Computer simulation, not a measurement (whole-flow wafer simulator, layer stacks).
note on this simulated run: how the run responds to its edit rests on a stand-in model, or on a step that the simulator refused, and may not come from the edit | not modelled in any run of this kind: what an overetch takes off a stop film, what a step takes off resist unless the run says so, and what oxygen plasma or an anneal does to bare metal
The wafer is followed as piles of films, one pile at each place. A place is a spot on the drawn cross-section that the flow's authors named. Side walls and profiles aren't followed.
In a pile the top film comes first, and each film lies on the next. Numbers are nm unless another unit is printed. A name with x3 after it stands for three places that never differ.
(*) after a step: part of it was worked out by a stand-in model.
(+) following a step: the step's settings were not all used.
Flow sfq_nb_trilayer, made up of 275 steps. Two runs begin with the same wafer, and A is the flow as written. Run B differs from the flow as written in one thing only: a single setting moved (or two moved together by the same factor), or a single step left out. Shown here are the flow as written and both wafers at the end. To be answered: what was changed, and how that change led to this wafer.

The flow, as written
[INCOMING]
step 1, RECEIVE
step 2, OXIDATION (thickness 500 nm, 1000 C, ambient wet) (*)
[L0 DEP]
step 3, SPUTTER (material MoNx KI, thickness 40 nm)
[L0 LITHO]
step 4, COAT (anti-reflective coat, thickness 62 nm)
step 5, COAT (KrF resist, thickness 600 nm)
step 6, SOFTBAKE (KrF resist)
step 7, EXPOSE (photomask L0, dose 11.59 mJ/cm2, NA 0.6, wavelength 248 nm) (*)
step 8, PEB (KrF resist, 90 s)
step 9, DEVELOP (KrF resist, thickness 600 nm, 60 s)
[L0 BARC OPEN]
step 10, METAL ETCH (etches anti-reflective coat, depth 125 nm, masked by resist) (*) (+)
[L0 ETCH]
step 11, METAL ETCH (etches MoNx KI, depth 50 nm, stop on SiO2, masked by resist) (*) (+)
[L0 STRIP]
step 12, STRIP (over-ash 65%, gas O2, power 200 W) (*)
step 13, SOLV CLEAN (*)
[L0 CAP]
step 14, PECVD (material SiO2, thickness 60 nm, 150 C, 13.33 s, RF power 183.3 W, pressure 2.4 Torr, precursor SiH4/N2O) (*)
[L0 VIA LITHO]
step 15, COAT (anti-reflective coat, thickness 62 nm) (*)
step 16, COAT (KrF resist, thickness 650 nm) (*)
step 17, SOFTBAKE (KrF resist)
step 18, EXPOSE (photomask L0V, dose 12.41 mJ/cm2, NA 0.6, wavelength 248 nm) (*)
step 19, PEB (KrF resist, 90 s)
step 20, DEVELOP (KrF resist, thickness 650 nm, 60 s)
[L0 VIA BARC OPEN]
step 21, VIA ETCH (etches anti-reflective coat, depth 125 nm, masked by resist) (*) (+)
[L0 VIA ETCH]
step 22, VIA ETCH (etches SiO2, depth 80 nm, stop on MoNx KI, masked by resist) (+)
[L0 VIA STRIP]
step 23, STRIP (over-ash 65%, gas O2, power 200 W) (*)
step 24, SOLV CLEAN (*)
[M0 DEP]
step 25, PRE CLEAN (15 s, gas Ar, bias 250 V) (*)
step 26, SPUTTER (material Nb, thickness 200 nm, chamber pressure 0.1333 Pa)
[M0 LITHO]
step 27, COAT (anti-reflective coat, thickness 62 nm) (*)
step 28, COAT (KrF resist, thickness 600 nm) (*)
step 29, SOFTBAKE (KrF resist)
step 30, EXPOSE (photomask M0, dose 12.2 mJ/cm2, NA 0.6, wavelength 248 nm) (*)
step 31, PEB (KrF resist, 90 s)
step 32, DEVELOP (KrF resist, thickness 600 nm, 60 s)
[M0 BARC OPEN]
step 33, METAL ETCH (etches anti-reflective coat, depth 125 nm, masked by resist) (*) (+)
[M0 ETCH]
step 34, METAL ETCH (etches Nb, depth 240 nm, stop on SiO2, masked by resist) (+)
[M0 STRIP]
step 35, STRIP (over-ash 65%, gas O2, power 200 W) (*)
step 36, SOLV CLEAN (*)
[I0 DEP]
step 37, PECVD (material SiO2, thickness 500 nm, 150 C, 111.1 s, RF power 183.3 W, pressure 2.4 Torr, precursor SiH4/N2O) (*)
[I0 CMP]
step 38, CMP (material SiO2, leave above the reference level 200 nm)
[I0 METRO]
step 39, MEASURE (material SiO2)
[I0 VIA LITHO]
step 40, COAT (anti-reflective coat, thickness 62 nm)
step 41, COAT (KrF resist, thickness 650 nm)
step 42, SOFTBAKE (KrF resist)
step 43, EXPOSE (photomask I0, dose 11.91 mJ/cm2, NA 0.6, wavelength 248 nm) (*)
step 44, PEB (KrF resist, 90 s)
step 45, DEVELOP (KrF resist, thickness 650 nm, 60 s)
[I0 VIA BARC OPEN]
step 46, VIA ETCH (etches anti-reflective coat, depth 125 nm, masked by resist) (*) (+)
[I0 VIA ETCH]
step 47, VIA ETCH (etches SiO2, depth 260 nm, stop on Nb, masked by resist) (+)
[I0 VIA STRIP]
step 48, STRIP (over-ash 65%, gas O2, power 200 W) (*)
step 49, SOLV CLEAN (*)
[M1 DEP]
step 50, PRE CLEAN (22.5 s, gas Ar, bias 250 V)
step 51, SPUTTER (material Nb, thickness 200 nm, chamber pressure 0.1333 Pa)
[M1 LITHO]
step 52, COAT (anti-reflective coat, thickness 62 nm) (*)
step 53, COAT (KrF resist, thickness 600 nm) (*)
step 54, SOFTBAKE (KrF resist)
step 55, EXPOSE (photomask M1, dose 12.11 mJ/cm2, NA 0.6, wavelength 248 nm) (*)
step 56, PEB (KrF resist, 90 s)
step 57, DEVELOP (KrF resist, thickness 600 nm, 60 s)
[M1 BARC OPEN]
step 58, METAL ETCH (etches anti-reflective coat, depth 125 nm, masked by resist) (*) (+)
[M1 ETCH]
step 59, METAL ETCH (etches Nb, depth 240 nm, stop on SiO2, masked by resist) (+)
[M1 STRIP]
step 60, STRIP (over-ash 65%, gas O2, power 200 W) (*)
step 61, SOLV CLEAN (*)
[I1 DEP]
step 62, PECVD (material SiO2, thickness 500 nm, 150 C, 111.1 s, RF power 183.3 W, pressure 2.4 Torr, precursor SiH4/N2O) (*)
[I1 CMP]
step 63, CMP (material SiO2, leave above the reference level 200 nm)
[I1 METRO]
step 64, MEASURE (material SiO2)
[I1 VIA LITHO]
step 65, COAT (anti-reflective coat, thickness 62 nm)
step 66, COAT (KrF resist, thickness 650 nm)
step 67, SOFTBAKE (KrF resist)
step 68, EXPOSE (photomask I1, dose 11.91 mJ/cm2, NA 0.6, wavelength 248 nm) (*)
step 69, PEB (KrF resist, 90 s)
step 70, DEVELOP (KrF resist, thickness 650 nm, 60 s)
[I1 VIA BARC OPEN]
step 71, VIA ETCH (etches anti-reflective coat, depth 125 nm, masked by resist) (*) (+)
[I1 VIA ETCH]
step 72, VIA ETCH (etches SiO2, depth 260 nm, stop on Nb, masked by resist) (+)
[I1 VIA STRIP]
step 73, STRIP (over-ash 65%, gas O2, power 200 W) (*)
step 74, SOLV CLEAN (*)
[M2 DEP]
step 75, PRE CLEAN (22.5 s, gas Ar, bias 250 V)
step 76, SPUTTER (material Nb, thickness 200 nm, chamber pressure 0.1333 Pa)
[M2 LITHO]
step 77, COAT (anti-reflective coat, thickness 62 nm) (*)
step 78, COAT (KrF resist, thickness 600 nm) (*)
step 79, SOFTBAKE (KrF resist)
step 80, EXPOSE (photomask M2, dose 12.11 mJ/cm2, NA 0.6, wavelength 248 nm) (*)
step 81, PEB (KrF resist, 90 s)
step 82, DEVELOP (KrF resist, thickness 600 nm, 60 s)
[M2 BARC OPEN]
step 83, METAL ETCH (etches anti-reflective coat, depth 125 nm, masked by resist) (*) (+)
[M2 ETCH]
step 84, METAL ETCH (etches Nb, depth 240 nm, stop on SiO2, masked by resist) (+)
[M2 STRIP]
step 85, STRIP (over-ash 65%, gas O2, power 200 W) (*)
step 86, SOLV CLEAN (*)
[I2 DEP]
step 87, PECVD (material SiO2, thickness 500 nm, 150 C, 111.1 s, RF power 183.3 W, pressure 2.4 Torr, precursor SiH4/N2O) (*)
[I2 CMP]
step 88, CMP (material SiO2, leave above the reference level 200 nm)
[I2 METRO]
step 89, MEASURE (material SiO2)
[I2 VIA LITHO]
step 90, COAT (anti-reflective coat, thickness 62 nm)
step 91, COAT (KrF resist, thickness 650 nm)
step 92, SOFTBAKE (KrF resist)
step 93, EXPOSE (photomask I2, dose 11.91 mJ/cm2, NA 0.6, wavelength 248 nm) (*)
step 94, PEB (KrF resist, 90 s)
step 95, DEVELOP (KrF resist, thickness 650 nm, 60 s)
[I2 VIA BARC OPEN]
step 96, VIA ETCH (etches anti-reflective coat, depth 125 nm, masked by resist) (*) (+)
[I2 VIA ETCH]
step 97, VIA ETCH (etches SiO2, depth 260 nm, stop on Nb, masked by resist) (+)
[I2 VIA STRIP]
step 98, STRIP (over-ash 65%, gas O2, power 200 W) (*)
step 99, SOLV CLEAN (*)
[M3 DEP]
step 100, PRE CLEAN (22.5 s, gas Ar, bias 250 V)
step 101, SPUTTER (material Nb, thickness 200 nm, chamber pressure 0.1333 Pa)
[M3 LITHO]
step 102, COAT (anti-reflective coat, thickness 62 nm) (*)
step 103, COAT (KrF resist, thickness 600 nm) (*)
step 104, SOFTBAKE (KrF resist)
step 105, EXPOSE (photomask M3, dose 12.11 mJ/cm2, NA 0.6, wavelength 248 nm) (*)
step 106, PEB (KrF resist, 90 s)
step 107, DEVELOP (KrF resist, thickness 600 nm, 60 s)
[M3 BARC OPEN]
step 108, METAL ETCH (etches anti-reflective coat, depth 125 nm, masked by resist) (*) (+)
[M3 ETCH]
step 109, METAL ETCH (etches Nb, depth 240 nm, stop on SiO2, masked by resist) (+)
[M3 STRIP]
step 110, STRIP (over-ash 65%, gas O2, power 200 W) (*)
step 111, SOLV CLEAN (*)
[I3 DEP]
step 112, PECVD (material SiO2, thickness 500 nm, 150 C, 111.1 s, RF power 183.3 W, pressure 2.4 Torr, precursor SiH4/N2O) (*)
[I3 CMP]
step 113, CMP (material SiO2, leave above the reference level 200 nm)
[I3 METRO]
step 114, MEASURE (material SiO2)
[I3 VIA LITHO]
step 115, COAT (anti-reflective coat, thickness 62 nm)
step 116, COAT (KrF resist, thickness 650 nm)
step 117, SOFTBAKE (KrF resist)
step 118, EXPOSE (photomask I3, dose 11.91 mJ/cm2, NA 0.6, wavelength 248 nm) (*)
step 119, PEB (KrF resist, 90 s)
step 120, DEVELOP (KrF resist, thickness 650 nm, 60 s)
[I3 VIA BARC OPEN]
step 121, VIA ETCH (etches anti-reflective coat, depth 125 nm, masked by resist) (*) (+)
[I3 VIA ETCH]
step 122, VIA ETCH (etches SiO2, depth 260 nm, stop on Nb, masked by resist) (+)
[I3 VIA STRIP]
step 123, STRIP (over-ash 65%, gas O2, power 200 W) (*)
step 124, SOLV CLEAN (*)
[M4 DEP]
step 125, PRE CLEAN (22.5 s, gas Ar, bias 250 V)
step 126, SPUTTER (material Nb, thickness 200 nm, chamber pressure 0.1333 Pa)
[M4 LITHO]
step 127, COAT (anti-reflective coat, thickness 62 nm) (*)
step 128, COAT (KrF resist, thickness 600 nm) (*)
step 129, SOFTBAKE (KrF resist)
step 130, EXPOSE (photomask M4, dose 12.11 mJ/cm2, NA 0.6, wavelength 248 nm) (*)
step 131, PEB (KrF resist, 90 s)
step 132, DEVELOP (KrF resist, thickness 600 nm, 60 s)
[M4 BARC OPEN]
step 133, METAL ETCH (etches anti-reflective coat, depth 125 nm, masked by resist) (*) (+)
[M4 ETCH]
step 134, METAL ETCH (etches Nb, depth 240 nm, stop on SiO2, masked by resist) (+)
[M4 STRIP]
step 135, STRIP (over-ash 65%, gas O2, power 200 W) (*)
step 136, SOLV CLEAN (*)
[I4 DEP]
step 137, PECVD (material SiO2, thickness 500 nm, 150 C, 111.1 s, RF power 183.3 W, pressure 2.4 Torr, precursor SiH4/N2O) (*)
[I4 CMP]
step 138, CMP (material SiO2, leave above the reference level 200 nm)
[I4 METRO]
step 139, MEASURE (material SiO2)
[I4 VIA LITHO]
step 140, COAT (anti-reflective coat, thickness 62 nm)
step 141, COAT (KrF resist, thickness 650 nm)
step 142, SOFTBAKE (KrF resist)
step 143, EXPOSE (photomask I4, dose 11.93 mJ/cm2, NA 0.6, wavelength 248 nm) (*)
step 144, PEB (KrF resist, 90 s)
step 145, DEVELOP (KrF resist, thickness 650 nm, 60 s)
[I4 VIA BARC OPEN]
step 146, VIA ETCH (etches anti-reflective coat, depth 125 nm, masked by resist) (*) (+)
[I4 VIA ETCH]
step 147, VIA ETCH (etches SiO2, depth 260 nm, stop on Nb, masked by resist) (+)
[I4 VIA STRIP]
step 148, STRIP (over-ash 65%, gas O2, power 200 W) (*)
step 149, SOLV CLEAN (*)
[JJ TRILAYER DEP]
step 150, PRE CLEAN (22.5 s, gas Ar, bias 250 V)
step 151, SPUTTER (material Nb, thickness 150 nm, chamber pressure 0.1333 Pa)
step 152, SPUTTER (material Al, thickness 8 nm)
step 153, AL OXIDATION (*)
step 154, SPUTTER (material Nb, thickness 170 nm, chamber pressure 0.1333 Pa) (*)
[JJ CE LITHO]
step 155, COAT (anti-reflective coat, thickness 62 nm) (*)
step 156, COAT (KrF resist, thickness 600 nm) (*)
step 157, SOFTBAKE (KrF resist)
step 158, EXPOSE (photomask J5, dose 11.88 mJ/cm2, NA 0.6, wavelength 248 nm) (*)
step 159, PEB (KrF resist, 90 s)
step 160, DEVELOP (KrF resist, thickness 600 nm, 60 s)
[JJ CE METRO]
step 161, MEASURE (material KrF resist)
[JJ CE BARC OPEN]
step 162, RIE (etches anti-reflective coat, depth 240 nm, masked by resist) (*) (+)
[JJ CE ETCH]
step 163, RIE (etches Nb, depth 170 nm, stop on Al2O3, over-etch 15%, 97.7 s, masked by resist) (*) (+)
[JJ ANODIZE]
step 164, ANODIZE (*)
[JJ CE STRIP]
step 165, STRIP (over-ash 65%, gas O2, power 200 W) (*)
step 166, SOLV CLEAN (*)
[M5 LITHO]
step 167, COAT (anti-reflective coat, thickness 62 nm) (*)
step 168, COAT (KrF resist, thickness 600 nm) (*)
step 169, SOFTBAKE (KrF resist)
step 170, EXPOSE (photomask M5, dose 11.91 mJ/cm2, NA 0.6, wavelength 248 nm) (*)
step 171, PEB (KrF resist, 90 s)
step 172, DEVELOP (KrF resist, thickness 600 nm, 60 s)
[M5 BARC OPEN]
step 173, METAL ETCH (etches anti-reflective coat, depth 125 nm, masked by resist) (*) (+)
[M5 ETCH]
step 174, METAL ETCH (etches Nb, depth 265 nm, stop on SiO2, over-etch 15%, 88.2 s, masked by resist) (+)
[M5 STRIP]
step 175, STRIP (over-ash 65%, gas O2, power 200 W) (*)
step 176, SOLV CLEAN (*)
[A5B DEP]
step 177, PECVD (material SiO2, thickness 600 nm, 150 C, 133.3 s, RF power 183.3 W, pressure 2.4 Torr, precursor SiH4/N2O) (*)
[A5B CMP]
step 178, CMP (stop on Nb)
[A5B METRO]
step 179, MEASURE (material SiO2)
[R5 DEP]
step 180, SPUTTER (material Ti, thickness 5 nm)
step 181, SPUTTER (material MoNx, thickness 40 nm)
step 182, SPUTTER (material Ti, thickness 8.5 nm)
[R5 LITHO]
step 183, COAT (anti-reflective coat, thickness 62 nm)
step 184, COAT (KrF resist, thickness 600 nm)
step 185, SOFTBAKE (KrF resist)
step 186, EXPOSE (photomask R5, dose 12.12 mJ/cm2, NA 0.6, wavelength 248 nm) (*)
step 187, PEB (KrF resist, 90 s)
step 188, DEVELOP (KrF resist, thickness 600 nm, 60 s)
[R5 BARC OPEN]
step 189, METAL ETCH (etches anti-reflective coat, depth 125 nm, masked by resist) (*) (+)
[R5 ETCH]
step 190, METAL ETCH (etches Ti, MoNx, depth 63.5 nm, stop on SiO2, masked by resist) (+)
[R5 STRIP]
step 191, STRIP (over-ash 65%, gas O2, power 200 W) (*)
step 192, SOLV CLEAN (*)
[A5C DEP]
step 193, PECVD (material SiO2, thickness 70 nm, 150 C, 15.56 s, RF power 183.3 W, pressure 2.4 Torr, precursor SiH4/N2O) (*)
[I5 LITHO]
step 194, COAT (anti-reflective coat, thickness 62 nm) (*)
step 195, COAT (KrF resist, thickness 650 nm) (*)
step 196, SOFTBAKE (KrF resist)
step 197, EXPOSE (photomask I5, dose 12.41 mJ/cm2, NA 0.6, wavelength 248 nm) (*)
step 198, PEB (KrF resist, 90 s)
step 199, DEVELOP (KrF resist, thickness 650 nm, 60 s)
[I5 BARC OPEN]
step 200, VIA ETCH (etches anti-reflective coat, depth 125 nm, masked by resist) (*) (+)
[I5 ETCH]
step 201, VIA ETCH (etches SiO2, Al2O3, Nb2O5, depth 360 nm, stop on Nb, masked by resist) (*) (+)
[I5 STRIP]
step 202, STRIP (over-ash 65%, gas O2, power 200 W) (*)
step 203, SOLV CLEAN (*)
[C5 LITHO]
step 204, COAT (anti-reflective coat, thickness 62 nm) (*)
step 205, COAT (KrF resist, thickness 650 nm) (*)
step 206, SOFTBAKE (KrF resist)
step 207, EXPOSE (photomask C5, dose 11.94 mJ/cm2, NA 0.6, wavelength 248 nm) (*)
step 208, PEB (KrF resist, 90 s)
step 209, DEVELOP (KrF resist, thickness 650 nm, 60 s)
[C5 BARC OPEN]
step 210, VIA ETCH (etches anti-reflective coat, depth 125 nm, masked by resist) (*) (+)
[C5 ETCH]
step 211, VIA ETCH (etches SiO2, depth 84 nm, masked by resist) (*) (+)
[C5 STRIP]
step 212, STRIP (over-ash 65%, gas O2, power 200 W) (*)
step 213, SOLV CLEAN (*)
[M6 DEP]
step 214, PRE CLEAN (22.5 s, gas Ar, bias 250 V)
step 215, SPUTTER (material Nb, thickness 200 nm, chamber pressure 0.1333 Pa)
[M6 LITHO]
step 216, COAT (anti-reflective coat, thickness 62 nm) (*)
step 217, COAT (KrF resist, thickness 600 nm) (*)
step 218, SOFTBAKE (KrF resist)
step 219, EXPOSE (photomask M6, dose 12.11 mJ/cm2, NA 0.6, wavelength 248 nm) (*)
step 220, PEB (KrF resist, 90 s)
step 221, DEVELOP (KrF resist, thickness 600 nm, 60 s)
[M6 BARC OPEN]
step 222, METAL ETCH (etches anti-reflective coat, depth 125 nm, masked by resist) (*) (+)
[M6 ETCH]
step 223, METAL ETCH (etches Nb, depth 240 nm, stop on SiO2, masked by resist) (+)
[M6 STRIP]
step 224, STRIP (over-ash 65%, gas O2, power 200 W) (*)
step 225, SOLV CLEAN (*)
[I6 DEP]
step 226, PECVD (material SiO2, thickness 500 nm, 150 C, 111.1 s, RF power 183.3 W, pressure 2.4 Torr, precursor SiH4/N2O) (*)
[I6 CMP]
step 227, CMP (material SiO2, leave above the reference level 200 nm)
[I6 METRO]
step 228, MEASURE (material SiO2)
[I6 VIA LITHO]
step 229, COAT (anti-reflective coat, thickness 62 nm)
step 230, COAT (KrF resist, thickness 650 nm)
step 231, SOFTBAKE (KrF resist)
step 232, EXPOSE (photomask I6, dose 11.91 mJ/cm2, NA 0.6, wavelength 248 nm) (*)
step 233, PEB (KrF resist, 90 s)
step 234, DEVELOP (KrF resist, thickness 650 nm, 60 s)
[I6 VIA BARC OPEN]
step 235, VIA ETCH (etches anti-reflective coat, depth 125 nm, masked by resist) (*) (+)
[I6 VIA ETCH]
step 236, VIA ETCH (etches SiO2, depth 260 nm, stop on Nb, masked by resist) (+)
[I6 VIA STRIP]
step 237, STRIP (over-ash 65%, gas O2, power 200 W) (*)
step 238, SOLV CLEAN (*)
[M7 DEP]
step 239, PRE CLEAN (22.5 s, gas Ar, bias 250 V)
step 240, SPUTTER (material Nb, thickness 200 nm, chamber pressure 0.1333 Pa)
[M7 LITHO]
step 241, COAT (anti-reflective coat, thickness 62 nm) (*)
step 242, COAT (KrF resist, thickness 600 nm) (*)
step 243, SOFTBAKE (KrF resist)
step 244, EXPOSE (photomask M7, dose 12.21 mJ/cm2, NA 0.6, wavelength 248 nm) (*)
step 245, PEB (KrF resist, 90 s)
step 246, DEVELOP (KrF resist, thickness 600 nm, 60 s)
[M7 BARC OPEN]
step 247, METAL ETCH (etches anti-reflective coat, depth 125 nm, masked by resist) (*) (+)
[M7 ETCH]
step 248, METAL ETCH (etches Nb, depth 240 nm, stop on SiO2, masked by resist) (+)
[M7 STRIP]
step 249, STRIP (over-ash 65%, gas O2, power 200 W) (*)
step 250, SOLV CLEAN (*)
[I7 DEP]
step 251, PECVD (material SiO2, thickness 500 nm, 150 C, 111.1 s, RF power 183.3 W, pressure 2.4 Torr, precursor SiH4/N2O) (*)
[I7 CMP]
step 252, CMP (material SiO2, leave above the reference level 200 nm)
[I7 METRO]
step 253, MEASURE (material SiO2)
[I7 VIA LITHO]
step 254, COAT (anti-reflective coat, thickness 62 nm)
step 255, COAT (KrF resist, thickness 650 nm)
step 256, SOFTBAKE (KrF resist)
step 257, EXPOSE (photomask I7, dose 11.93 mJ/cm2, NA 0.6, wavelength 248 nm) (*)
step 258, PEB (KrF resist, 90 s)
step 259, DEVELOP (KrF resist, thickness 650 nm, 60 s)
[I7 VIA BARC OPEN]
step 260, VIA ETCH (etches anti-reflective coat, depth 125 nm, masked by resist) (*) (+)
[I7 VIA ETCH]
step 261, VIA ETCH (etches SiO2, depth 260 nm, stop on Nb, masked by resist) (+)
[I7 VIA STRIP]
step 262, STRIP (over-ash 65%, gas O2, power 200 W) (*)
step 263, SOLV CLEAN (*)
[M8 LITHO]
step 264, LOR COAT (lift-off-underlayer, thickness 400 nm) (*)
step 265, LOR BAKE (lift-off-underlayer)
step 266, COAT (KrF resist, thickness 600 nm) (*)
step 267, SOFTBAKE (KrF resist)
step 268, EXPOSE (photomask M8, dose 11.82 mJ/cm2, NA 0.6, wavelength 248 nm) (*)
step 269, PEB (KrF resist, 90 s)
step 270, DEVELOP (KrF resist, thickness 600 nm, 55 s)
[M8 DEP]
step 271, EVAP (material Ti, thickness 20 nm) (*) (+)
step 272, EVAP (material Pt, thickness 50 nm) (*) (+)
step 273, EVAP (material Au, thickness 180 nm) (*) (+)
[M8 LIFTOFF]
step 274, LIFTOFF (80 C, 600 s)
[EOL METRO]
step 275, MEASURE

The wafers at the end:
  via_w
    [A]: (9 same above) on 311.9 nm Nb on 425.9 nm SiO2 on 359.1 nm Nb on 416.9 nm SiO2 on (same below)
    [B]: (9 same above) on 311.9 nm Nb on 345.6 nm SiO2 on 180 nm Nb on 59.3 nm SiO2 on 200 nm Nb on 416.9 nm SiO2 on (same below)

What caused this: step 97, VIA ETCH: depth 133 nm was run, whereas the flow has depth 260 nm.

The path from the change to this, step by step:
  step 97, VIA ETCH (etches SiO2, depth 260 nm, stop on Nb, masked by resist) (+)
      via_w: A SiO2 loses 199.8 (all of it) | B SiO2 loses 133
      field_l, v_sur, via_wl and 102 more: A KrF resist loses 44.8 | B KrF resist loses 22.9
  step 98, STRIP (over-ash 65%, gas O2, power 200 W) (*)
      field_l, v_sur, via_wl and 102 more: A KrF resist loses 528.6 (all of it), anti-reflective coat loses 62 (all of it) | B KrF resist loses 550.5 (all of it), anti-reflective coat loses 62 (all of it)
  step 100, PRE CLEAN (22.5 s, gas Ar, bias 250 V)
      via_w: A Nb loses 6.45 | B SiO2 loses 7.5
  step 101, SPUTTER (material Nb, thickness 200 nm, chamber pressure 0.1333 Pa)
      via_w: A Nb gains 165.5 | B Nb gains 180 (new film)
  step 102, COAT (anti-reflective coat, thickness 62 nm) (*)
      via_wl, via_wr: A anti-reflective coat gains 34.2 (new film) | B anti-reflective coat gains 35.9 (new film)
      via_w: A anti-reflective coat gains 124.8 (new film) | B anti-reflective coat gains 109.5 (new film)
  step 103, COAT (KrF resist, thickness 600 nm) (*)
      via_w: A KrF resist gains 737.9 (new film) | B KrF resist gains 683.5 (new film)
  step 110, STRIP (over-ash 65%, gas O2, power 200 W) (*)
      via_wl, via_wr: A KrF resist loses 384.2 (all of it), anti-reflective coat loses 34.2 (all of it) | B KrF resist loses 390.7 (all of it), anti-reflective coat loses 35.9 (all of it)
      via_w: A KrF resist loses 520 (all of it), anti-reflective coat loses 124.8 (all of it) | B KrF resist loses 465.7 (all of it), anti-reflective coat loses 109.5 (all of it)
  step 112, PECVD (material SiO2, thickness 500 nm, 150 C, 111.1 s, RF power 183.3 W, pressure 2.4 Torr, precursor SiH4/N2O) (*)
      via_w: A SiO2 gains 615 (new film) | B SiO2 gains 510.2 (new film)
  step 113, CMP (material SiO2, leave above the reference level 200 nm)
      via_w: A SiO2 loses 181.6 | B SiO2 loses 157.1
With metal films that touch counted as one body, via_w has 6 bodies (between them, from the top down: SiO2 192.5; SiO2 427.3 / Al2O3 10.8 / Nb2O5 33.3; SiO2 345.6; SiO2 59.3; SiO2 416.9); the flow as written gives 5 bodies (between them, from the top down: SiO2 192.5; SiO2 427.3 / Al2O3 10.8 / Nb2O5 33.3; SiO2 425.9; SiO2 416.9).
